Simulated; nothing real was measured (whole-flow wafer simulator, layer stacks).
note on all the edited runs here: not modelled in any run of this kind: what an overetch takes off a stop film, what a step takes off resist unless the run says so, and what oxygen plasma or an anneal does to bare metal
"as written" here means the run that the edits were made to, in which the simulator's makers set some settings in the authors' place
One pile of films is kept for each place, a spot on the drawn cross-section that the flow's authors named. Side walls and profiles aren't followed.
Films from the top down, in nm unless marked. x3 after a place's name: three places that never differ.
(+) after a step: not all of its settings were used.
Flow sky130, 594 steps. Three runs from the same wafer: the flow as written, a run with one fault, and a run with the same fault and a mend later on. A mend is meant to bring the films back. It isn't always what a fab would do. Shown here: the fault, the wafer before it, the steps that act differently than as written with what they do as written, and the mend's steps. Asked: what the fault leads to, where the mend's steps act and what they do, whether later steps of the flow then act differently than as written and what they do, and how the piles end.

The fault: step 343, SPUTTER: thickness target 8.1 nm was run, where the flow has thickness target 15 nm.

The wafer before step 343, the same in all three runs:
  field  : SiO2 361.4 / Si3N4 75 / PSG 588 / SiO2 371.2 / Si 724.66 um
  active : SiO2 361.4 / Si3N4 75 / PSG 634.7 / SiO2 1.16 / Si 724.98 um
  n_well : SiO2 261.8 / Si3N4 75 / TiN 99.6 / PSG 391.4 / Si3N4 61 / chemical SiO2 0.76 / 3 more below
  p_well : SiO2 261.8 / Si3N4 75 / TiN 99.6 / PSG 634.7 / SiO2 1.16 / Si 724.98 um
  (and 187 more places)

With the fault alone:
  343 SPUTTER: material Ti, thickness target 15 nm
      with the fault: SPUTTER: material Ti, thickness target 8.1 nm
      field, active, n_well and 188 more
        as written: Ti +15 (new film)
        with the fault: Ti +8.1 (new film)
  Later steps of the flow that act differently than as written (16 more steps differ only slightly, by at most 2% or 0.5 nm, whichever is larger, and aren't shown):
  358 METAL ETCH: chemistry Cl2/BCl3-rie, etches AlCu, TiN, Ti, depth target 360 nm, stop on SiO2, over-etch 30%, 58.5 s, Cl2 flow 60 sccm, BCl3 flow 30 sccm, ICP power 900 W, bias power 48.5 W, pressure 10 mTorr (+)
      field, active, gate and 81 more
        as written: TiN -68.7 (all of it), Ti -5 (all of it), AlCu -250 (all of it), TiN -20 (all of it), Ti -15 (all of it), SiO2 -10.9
        with the fault: TiN -68.7 (all of it), Ti -5 (all of it), AlCu -250 (all of it), TiN -20 (all of it), Ti -8.1 (all of it), SiO2 -11.6
  At the end the piles differ from the flow's by more than 2% or 0.5 nm, whichever is larger, at n_well, p_well, gate_hv and 104 more.
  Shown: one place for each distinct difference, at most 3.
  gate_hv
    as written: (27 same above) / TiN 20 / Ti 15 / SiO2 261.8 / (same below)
    with the fault: (27 same above) / TiN 20 / Ti 8.1 / SiO2 261.8 / (same below)
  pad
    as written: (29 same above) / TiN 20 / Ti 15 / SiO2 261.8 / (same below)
    with the fault: (29 same above) / TiN 20 / Ti 8.1 / SiO2 261.8 / (same below)
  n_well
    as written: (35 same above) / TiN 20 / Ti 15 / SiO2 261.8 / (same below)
    with the fault: (35 same above) / TiN 20 / Ti 8.1 / SiO2 261.8 / (same below)

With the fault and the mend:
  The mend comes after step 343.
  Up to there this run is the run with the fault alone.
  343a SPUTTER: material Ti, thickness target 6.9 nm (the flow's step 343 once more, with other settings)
      field, active, n_well and 188 more
        Ti +6.9
  No later step of the flow acts differently than as written at any place that is followed.
  At the end the piles are the same as the flow's at every place that both follow.
